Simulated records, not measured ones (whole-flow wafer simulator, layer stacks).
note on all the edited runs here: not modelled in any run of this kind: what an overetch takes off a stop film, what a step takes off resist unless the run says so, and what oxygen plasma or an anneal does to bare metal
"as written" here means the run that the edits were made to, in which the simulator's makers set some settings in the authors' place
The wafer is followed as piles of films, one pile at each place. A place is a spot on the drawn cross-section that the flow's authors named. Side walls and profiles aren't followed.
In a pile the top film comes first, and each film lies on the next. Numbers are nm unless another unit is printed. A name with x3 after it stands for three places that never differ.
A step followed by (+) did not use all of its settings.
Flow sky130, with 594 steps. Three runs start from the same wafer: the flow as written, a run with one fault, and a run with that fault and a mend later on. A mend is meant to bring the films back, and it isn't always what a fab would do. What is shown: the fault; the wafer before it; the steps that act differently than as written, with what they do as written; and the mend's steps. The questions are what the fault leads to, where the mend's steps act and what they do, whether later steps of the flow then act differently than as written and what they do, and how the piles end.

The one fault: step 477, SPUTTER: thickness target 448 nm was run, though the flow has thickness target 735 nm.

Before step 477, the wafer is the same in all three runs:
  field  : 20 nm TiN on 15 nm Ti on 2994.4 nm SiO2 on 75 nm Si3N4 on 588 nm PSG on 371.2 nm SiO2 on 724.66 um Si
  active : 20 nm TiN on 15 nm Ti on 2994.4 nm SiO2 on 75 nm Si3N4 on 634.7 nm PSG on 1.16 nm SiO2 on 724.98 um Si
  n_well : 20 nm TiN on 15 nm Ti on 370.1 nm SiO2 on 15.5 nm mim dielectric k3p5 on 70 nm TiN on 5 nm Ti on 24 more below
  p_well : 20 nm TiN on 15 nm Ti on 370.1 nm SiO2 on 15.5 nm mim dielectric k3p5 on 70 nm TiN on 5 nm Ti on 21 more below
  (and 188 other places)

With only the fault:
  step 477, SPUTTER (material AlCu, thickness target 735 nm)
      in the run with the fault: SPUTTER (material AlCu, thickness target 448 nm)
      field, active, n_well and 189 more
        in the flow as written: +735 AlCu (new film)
        in the run with the fault: +448 AlCu (new film)
  Steps later in the flow that act otherwise than as written (4 more steps, not shown, differ only slightly: by at most 2% or 0.5 nm, whichever is larger):
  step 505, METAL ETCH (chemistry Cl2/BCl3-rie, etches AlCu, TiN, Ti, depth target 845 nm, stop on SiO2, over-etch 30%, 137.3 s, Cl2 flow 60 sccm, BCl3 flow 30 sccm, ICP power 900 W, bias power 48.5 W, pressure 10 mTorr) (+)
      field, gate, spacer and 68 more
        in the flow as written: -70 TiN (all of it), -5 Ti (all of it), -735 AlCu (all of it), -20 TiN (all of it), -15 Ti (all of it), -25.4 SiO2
        in the run with the fault: -70 TiN (all of it), -5 Ti (all of it), -448 AlCu (all of it), -20 TiN (all of it), -15 Ti (all of it), -54.1 SiO2
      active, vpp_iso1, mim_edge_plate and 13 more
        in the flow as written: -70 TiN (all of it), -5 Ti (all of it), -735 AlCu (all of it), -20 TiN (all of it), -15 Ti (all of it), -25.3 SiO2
        in the run with the fault: -70 TiN (all of it), -5 Ti (all of it), -448 AlCu (all of it), -20 TiN (all of it), -15 Ti (all of it), -54.1 SiO2
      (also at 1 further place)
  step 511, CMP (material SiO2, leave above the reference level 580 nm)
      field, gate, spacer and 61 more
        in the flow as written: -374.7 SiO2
        in the run with the fault: -632.9 SiO2
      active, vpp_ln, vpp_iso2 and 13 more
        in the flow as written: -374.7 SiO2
        in the run with the fault: -633 SiO2
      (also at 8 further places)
  At field, active, n_well and 190 more, the piles at the end differ from the flow's by more than 2% or 0.5 nm, whichever is larger.
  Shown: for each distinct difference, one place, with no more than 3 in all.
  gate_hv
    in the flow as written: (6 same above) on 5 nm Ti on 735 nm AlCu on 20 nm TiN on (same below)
    in the run with the fault: (6 same above) on 5 nm Ti on 448 nm AlCu on 20 nm TiN on (same below)
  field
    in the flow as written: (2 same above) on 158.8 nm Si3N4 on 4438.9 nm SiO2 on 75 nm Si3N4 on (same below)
    in the run with the fault: (2 same above) on 158.8 nm Si3N4 on 4151.9 nm SiO2 on 75 nm Si3N4 on (same below)
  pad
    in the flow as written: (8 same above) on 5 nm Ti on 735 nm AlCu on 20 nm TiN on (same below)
    in the run with the fault: (8 same above) on 5 nm Ti on 448 nm AlCu on 20 nm TiN on (same below)

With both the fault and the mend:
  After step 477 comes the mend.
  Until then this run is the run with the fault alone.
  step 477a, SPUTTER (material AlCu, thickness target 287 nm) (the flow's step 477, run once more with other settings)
      field, active, n_well and 189 more
        +287 AlCu
  Every later step of the flow that is run acts as written at every place that is followed.
  The piles end the same as the flow's at every place that both follow.
